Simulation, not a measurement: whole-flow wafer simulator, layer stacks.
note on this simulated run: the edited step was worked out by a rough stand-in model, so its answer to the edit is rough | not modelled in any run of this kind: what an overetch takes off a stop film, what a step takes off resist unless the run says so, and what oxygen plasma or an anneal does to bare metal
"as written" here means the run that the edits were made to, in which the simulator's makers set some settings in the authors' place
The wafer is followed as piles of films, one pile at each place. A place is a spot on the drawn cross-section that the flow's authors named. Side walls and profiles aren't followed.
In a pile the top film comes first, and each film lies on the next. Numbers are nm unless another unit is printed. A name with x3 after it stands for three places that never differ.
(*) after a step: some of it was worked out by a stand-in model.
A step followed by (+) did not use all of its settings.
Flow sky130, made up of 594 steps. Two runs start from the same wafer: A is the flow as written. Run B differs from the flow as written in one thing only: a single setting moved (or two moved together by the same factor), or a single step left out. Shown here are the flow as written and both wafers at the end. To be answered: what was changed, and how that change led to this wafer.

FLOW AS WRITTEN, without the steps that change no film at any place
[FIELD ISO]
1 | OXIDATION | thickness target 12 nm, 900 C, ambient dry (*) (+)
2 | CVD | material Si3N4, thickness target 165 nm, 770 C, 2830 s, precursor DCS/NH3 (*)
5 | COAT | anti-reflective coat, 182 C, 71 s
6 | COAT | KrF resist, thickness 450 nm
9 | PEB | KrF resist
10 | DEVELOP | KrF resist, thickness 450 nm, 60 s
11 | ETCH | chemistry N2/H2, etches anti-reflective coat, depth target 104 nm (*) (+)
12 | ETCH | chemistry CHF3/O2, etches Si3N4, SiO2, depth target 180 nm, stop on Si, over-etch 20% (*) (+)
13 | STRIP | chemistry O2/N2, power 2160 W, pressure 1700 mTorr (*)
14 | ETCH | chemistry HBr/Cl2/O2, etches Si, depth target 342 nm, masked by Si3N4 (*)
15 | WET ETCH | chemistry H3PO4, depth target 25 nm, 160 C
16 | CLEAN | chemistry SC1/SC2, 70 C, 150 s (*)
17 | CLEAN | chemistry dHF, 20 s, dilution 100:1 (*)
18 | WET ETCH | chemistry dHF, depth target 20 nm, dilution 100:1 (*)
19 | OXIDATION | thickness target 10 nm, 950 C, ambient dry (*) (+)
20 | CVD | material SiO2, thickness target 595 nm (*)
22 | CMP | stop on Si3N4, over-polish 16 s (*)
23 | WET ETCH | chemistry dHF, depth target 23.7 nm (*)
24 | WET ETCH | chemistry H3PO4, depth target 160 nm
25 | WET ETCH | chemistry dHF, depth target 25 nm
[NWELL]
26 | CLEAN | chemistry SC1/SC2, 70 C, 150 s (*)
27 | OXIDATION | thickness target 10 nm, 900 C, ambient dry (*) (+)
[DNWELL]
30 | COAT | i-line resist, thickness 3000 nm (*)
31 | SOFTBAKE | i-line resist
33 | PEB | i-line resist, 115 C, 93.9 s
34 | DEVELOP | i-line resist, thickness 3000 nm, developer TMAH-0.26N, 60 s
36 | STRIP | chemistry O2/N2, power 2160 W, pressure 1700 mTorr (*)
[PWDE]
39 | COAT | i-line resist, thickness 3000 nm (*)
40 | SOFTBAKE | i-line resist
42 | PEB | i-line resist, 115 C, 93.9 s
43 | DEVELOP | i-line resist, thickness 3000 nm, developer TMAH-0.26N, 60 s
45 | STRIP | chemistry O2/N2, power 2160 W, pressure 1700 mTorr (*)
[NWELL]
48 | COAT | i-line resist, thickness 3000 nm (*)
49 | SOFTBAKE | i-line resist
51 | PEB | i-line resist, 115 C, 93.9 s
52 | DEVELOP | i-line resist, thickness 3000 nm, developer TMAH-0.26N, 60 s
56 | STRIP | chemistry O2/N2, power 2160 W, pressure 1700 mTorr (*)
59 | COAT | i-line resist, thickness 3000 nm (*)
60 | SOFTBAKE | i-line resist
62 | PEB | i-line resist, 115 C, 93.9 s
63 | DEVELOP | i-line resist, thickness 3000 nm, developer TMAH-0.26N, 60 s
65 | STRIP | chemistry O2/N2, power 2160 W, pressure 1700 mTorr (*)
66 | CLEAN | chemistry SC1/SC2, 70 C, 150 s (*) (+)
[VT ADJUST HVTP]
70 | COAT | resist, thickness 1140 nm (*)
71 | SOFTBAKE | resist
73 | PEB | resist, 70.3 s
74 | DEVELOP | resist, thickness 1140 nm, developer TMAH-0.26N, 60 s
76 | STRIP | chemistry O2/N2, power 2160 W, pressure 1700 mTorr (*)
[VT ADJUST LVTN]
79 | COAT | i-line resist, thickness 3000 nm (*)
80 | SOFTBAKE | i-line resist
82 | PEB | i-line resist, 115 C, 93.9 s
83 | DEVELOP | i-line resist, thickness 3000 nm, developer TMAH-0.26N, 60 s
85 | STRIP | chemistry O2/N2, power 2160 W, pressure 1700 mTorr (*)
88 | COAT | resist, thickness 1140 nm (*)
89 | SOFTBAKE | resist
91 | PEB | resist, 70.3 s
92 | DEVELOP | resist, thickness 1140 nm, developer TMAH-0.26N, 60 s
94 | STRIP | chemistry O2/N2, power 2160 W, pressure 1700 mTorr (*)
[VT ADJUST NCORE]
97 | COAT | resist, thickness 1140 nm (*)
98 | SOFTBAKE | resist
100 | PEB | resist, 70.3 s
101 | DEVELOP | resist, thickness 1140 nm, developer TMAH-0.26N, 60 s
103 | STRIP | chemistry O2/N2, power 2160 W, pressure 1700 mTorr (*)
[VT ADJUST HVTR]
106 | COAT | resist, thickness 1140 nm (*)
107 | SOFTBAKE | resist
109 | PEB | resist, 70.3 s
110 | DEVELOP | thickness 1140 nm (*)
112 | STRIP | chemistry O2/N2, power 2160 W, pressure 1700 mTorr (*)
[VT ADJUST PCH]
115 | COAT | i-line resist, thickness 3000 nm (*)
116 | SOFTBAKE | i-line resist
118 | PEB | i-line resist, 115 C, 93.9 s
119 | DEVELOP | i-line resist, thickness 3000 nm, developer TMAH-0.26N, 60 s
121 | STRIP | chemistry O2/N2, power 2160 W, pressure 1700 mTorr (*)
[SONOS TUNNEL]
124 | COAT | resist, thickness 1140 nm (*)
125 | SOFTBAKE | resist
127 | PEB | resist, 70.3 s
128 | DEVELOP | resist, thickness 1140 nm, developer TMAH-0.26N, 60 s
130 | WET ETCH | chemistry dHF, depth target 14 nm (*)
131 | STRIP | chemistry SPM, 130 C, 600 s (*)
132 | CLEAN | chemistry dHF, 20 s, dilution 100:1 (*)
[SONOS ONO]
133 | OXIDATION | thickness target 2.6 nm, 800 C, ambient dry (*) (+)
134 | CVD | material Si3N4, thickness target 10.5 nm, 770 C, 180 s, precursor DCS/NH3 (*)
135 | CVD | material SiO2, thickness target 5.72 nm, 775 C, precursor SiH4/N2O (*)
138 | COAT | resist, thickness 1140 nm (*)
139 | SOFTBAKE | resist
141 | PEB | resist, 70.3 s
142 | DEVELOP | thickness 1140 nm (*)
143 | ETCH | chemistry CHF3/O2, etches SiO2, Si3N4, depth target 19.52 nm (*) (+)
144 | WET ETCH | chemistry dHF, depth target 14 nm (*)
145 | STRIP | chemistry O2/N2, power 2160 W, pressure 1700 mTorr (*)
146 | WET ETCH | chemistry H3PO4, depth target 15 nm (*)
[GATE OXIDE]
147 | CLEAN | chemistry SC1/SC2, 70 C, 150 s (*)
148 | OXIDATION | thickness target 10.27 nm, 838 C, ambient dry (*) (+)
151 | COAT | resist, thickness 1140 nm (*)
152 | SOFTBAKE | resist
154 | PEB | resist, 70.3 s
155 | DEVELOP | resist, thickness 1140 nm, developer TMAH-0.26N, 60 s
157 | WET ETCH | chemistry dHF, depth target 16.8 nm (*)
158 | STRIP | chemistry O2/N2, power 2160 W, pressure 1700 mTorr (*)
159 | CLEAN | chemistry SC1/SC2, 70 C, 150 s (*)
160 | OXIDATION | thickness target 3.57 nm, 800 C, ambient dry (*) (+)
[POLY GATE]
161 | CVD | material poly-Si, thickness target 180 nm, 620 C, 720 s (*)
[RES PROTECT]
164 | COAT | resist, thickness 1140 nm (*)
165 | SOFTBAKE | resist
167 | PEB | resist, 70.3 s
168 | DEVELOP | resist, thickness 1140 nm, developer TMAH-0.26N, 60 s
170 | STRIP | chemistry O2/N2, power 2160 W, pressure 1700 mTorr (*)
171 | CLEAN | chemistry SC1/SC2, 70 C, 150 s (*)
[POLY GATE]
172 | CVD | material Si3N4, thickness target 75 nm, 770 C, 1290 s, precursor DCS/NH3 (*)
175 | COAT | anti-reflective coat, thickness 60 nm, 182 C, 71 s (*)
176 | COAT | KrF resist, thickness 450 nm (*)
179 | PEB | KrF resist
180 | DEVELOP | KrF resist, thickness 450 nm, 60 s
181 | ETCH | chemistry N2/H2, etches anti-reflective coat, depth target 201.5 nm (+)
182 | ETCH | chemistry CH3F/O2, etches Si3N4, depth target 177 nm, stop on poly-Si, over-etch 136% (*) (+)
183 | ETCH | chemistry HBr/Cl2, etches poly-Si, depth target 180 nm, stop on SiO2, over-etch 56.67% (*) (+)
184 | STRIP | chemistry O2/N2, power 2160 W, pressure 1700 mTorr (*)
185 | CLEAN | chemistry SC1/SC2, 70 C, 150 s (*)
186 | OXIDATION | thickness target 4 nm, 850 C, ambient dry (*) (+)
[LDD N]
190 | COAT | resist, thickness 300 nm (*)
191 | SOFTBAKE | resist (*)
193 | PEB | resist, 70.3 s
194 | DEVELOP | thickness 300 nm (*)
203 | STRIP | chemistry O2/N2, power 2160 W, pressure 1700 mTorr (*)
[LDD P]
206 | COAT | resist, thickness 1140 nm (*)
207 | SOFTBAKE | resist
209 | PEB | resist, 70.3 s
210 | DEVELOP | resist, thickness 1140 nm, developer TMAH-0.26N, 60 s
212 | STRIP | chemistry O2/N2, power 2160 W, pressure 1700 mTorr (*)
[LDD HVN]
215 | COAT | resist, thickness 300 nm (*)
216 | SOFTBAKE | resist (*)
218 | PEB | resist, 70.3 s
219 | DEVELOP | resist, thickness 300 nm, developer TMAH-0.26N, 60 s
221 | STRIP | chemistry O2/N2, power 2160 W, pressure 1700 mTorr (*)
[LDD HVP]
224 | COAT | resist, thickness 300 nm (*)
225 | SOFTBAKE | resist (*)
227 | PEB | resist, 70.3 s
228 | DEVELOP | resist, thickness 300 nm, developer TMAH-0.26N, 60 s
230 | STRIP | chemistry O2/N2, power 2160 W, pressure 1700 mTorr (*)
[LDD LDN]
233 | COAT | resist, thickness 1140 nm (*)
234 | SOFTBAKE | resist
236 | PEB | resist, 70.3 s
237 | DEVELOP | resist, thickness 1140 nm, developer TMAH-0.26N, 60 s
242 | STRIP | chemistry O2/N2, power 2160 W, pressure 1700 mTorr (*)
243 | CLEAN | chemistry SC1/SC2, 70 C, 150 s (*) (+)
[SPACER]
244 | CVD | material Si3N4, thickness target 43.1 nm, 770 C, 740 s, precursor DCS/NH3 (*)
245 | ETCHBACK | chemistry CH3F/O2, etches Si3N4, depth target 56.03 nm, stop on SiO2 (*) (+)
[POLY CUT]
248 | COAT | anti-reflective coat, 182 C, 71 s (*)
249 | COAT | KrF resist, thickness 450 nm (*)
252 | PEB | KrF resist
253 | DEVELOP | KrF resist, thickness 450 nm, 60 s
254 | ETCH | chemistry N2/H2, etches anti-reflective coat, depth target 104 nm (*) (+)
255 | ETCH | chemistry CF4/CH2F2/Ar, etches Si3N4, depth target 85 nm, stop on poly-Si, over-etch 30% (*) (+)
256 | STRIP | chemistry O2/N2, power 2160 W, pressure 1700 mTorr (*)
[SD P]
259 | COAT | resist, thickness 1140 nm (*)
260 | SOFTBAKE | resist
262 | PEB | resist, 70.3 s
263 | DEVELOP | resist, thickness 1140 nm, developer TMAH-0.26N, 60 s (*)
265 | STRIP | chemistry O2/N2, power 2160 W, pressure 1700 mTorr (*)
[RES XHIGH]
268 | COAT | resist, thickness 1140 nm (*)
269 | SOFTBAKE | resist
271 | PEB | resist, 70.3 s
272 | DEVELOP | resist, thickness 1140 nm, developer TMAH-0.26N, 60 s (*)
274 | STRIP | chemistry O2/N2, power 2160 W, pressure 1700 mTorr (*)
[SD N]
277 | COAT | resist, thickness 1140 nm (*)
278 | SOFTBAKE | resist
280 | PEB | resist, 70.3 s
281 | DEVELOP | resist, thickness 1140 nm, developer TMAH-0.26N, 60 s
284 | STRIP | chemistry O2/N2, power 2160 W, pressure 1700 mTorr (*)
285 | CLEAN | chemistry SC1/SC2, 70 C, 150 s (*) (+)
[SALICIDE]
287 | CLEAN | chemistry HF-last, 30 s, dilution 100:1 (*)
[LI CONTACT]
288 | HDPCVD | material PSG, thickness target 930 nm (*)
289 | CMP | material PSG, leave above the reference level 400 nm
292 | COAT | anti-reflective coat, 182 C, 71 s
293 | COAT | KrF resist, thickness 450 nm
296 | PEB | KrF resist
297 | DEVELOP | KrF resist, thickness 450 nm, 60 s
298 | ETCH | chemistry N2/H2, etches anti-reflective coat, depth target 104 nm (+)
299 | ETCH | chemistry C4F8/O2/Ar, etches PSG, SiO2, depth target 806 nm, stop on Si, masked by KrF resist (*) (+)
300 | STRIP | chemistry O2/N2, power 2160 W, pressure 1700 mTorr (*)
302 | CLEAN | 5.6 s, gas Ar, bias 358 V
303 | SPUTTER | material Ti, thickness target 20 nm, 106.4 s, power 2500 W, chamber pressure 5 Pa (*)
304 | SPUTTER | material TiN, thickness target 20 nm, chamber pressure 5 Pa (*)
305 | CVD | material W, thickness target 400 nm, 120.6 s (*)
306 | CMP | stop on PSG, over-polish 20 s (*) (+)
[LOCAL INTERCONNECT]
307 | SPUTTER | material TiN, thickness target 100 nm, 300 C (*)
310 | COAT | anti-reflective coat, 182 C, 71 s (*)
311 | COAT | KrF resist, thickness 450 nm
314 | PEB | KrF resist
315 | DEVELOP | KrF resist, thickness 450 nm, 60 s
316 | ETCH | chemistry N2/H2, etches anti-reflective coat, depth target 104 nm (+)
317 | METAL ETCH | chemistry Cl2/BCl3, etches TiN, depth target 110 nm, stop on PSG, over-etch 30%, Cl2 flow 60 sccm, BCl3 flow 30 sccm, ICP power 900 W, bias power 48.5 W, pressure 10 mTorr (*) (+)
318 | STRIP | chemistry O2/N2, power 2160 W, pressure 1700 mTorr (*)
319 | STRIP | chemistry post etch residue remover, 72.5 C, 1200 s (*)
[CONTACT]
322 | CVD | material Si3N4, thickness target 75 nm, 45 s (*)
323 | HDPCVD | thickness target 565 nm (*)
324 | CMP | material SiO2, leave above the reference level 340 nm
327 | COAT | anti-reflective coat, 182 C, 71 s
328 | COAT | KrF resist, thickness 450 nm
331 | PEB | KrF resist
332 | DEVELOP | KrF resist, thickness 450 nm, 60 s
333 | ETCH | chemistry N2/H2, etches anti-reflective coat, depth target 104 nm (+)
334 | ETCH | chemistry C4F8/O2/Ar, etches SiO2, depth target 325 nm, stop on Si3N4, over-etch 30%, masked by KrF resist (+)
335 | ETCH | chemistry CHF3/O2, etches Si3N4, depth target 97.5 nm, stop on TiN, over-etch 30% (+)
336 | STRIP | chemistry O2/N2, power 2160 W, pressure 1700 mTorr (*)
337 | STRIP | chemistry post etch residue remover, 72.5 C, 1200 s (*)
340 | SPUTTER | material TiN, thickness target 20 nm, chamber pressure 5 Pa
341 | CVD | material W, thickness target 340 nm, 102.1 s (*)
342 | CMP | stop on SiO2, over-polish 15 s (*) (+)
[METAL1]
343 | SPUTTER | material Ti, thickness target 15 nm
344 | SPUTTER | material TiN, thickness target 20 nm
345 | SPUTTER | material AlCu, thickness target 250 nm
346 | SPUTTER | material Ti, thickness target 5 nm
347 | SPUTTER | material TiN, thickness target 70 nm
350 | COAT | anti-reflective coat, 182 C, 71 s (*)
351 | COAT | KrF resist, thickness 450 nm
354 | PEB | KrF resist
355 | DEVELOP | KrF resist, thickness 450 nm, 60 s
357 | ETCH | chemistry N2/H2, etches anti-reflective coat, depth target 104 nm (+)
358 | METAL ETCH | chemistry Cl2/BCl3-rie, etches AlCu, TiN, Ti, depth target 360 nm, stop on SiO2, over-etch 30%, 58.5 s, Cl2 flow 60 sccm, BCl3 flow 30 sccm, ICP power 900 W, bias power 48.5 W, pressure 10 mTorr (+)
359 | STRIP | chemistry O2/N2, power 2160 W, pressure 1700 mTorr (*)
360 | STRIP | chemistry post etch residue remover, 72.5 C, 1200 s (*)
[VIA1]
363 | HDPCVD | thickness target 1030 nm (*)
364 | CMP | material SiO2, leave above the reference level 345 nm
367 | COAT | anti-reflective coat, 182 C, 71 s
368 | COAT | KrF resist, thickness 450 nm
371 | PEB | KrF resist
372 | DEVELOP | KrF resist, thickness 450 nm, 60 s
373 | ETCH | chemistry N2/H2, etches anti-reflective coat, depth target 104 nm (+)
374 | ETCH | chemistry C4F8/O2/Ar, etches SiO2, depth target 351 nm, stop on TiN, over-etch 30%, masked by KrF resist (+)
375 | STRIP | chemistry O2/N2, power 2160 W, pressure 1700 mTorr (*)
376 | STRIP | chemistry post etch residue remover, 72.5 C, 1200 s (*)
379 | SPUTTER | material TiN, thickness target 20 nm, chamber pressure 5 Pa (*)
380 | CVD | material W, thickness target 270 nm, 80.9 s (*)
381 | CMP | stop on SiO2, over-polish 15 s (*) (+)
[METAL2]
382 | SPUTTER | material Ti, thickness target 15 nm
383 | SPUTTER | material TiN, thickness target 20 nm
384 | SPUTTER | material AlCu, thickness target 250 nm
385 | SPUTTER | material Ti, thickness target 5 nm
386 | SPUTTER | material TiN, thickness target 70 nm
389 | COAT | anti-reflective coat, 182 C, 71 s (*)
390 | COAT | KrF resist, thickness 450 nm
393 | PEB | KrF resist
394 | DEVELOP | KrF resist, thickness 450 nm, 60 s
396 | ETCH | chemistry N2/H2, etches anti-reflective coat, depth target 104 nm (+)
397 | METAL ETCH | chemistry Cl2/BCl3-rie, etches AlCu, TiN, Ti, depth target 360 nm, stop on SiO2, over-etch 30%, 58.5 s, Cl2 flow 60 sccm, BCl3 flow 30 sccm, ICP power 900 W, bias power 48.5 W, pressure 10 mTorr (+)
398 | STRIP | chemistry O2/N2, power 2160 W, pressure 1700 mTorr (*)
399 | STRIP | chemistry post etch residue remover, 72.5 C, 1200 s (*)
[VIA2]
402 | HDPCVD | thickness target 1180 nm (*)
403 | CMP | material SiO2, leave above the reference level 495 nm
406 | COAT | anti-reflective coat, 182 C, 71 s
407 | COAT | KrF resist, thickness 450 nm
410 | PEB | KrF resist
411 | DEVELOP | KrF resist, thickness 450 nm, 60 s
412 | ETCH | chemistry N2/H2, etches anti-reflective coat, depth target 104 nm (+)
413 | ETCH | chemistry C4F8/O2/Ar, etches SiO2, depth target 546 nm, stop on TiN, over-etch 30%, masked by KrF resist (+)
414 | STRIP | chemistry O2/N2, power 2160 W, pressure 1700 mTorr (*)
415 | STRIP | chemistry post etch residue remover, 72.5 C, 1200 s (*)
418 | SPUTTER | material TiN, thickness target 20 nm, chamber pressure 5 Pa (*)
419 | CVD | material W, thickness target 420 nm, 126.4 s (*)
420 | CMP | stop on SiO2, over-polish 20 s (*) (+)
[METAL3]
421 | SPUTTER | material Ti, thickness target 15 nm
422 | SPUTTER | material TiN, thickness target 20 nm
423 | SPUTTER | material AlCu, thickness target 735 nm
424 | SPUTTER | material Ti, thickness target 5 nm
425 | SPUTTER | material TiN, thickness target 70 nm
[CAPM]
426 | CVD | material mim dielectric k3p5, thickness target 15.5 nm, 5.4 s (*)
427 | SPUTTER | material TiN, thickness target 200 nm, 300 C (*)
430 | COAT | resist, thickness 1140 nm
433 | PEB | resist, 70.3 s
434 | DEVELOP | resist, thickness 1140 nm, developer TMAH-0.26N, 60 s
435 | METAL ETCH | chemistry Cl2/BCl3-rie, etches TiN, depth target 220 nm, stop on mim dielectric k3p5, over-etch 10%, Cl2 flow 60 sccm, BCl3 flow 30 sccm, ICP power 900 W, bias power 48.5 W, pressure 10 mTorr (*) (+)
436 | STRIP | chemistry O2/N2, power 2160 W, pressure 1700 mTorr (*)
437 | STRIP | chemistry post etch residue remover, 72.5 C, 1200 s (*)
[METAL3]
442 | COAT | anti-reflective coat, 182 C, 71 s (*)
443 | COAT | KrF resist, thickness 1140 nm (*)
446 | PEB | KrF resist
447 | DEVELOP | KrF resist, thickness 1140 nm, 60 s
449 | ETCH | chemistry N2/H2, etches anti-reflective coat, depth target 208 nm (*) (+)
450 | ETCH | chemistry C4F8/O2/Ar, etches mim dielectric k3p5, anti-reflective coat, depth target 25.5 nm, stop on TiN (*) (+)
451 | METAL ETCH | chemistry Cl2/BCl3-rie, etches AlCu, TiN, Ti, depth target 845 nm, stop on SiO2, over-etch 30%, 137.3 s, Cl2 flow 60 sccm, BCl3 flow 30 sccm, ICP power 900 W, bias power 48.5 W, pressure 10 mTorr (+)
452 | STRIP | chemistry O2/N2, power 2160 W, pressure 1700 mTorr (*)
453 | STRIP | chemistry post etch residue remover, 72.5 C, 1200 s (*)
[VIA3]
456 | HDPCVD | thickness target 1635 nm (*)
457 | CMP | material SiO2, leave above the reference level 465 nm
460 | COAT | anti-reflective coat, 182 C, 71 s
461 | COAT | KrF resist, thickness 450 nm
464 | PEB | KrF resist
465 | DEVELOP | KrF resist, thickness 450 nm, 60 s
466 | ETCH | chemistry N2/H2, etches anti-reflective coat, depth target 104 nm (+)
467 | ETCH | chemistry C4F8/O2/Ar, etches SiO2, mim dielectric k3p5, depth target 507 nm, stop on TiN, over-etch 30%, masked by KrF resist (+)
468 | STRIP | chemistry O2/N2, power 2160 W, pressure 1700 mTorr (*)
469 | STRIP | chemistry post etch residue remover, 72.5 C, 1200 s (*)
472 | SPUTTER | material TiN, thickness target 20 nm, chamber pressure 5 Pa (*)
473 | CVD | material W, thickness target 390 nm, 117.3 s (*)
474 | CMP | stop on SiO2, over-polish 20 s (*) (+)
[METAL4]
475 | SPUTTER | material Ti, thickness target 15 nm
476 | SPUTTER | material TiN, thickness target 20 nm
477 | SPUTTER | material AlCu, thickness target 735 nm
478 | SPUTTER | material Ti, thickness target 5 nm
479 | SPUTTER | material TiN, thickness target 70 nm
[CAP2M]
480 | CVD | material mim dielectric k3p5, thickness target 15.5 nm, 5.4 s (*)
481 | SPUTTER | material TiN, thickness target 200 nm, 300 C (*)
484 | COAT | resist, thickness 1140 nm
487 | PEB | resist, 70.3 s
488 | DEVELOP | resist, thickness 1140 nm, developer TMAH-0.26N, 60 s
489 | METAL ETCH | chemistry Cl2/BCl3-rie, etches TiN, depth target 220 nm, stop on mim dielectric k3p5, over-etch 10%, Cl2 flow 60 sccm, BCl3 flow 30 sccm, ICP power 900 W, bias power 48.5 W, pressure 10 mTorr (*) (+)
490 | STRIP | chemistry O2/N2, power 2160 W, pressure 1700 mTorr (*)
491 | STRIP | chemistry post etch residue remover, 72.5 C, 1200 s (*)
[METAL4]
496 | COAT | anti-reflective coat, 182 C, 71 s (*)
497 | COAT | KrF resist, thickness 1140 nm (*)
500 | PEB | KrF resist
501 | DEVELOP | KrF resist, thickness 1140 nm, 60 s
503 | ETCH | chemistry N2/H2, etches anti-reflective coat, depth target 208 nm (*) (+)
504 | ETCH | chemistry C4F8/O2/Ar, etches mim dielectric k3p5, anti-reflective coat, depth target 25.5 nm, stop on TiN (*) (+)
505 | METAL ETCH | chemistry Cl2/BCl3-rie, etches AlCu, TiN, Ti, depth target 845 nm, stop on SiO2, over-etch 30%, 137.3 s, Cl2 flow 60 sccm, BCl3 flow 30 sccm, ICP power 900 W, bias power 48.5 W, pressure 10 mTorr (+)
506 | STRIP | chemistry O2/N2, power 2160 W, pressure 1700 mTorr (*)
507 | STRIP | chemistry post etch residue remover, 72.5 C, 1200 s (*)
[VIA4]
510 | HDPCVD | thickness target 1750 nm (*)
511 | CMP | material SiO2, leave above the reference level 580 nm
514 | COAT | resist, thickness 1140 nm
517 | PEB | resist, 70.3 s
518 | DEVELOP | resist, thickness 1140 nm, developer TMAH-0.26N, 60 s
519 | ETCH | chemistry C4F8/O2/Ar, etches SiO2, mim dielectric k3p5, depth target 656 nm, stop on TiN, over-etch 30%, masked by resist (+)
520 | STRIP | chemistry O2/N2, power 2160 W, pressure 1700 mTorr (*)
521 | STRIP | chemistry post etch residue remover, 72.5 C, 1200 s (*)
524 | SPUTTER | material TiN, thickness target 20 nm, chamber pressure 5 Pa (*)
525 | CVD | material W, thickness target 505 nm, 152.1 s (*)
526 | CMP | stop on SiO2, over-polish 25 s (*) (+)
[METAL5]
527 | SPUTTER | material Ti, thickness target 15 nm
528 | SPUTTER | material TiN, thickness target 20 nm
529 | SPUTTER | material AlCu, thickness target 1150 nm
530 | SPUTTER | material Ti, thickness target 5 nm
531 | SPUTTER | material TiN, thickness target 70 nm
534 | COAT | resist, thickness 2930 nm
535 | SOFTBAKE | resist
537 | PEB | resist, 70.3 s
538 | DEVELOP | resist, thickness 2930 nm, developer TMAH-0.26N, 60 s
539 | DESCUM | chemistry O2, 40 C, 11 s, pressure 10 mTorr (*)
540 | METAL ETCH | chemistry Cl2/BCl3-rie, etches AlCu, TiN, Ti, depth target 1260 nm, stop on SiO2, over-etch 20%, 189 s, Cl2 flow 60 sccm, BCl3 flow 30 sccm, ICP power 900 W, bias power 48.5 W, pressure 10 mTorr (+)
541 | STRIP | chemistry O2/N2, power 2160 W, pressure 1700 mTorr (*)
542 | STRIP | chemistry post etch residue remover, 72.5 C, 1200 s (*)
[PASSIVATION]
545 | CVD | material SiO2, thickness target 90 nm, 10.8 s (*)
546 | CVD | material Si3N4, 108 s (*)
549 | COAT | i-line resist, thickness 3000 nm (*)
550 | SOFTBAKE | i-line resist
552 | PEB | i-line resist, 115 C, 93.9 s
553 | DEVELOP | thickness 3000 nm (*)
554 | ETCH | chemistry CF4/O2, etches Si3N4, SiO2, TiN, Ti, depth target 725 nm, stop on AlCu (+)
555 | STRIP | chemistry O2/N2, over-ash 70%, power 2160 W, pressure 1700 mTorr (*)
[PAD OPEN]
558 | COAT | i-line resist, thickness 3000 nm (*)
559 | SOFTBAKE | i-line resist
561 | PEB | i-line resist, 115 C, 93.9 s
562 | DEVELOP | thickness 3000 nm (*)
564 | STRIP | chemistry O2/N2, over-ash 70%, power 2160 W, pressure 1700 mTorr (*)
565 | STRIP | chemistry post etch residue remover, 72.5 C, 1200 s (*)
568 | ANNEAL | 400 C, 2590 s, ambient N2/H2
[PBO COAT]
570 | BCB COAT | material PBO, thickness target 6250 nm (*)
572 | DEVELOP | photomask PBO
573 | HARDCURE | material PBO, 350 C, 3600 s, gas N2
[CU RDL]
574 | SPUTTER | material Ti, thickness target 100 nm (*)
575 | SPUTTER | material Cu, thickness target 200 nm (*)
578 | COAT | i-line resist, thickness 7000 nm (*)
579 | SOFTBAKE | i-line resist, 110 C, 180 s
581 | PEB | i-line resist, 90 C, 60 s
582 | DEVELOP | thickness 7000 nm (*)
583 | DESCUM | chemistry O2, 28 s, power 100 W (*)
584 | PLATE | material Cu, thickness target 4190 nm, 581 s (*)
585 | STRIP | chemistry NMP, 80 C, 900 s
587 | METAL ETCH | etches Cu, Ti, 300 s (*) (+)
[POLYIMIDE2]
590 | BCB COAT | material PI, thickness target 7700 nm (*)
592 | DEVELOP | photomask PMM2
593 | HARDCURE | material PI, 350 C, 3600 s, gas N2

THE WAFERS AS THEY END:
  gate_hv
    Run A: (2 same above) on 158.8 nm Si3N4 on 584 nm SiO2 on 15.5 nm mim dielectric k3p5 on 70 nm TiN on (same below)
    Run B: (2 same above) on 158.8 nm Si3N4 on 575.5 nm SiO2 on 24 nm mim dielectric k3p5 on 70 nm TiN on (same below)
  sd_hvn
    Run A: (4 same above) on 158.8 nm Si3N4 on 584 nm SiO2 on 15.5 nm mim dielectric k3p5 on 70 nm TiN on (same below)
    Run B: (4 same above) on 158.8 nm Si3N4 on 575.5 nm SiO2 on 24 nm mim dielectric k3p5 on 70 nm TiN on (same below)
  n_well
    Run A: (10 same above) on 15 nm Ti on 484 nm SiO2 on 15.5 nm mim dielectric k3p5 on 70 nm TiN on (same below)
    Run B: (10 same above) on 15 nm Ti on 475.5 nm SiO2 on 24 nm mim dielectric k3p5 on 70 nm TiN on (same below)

What caused this: step 480, CVD: thickness target 24 nm was run, though the flow has thickness target 15.5 nm; step 480, CVD: 8.37 s was run, where the flow has 5.4 s.
The wafer lets one read it off: gate_hv has mim dielectric k3p5 24, and step 480 as written asks for 15.5 nm.

The path from the change to this, step by step:
  480 | CVD | material mim dielectric k3p5, thickness target 15.5 nm, 5.4 s (*)
      field, active, n_well and 189 more: A +15.5 mim dielectric k3p5 (new film) | B +24 mim dielectric k3p5 (new film)
  504 | ETCH | chemistry C4F8/O2/Ar, etches mim dielectric k3p5, anti-reflective coat, depth target 25.5 nm, stop on TiN (*) (+)
      n_well, p_well, gate_hv and 102 more: A -15.5 KrF resist | B -17 KrF resist
      field, active, gate and 85 more: A -15.5 mim dielectric k3p5 (all of it) | B -24 mim dielectric k3p5 (all of it)
  519 | ETCH | chemistry C4F8/O2/Ar, etches SiO2, mim dielectric k3p5, depth target 656 nm, stop on TiN, over-etch 30%, masked by resist (+)
      m1: A -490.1 SiO2 (all of it), -15.5 mim dielectric k3p5 (all of it) | B -481.6 SiO2 (all of it), -24 mim dielectric k3p5 (all of it)
      via4_hole: A -489.5 SiO2 (all of it), -15.5 mim dielectric k3p5 (all of it) | B -481 SiO2 (all of it), -24 mim dielectric k3p5 (all of it)
